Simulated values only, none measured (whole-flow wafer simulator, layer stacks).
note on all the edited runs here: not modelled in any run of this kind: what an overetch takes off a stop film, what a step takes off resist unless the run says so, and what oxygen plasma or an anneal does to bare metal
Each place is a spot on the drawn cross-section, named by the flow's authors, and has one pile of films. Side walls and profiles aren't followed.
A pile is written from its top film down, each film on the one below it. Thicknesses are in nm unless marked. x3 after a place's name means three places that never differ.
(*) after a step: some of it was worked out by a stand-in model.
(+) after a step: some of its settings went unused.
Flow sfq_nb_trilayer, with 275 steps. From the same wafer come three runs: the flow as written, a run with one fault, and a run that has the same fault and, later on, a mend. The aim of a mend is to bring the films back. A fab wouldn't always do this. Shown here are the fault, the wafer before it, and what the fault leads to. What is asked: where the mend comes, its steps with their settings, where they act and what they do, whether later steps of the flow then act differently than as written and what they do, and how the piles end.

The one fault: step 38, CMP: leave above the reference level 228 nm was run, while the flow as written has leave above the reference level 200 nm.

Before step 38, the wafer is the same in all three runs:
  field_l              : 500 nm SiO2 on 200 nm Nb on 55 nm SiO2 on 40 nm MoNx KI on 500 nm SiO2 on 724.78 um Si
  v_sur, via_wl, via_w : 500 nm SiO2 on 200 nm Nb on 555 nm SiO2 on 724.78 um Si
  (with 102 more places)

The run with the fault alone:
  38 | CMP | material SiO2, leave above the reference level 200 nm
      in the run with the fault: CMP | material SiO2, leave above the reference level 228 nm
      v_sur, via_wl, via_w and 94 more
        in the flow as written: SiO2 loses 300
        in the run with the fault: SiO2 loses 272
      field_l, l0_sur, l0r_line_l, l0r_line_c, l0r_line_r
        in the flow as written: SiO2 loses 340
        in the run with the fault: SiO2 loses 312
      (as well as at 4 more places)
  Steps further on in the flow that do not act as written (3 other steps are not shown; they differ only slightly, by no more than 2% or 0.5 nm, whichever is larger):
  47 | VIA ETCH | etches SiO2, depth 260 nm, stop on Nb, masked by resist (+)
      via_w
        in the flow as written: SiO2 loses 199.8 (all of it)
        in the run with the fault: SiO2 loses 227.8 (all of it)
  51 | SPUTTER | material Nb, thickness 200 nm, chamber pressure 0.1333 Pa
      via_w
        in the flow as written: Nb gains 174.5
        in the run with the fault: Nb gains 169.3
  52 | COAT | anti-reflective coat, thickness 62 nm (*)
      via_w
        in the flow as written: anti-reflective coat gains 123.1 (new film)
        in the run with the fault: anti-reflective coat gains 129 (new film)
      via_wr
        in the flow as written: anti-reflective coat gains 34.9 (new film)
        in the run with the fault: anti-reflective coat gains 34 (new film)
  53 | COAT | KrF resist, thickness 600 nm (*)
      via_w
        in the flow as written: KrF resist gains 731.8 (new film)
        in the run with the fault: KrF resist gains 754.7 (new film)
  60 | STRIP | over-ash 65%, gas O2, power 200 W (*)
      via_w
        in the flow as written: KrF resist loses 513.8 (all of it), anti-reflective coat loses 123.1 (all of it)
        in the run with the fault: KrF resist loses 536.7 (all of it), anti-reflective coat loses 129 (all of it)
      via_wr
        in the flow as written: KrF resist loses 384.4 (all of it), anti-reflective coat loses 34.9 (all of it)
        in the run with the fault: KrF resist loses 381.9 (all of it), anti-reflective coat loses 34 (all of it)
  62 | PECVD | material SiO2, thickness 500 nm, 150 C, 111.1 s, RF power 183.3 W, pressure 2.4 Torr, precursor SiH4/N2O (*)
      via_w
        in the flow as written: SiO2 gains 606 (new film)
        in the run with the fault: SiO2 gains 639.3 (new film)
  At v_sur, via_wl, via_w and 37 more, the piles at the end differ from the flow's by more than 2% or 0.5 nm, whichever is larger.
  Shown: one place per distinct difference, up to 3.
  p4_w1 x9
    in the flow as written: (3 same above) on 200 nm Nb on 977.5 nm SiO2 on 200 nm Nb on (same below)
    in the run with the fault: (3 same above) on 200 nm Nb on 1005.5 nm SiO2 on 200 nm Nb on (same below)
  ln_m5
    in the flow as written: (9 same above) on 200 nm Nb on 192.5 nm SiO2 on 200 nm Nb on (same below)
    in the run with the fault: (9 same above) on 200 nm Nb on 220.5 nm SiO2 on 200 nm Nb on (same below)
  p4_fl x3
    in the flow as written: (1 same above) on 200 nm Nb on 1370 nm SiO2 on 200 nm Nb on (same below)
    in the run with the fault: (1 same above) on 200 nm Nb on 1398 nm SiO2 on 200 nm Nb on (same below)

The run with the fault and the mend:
  The mend follows step 45.
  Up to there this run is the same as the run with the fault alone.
  45a | STRIP | over-ash 65%, gas O2, power 200 W (*)
      field_l, v_sur, via_wl and 102 more
        KrF resist loses 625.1 (all of it), anti-reflective coat loses 62 (all of it)
      via_w
        anti-reflective coat loses 62 (all of it)
  45b | CMP | material SiO2, leave above the reference level 200 nm (the flow's step 38 again)
      field_l, v_sur, via_wl and 103 more
        SiO2 loses 28
  45c | COAT | anti-reflective coat, thickness 62 nm (the flow's step 40 again)
      field_l, v_sur, via_wl and 103 more
        anti-reflective coat gains 62 (new film)
  45d | COAT | KrF resist, thickness 650 nm (the flow's step 41 again)
      field_l, v_sur, via_wl and 103 more
        KrF resist gains 650 (new film)
  45e | SOFTBAKE | KrF resist (the flow's step 42 again)
      does not change any film at any place that is followed
  45f | EXPOSE | photomask I0, dose 11.91 mJ/cm2, NA 0.6, wavelength 248 nm (*) (the flow's step 43 again)
      does not change any film at any place that is followed
  45g | PEB | KrF resist, 90 s (the flow's step 44 again)
      field_l, v_sur, via_wl and 103 more
        KrF resist loses 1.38
  45h | DEVELOP | KrF resist, thickness 650 nm, 60 s (the flow's step 45 again)
      field_l, v_sur, via_wl and 102 more
        KrF resist loses 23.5
      via_w
        KrF resist loses 648.6 (all of it)
  Every later step of the flow that is run acts as written at every place that is followed.
  The piles end the same as the flow's at every place that both follow.
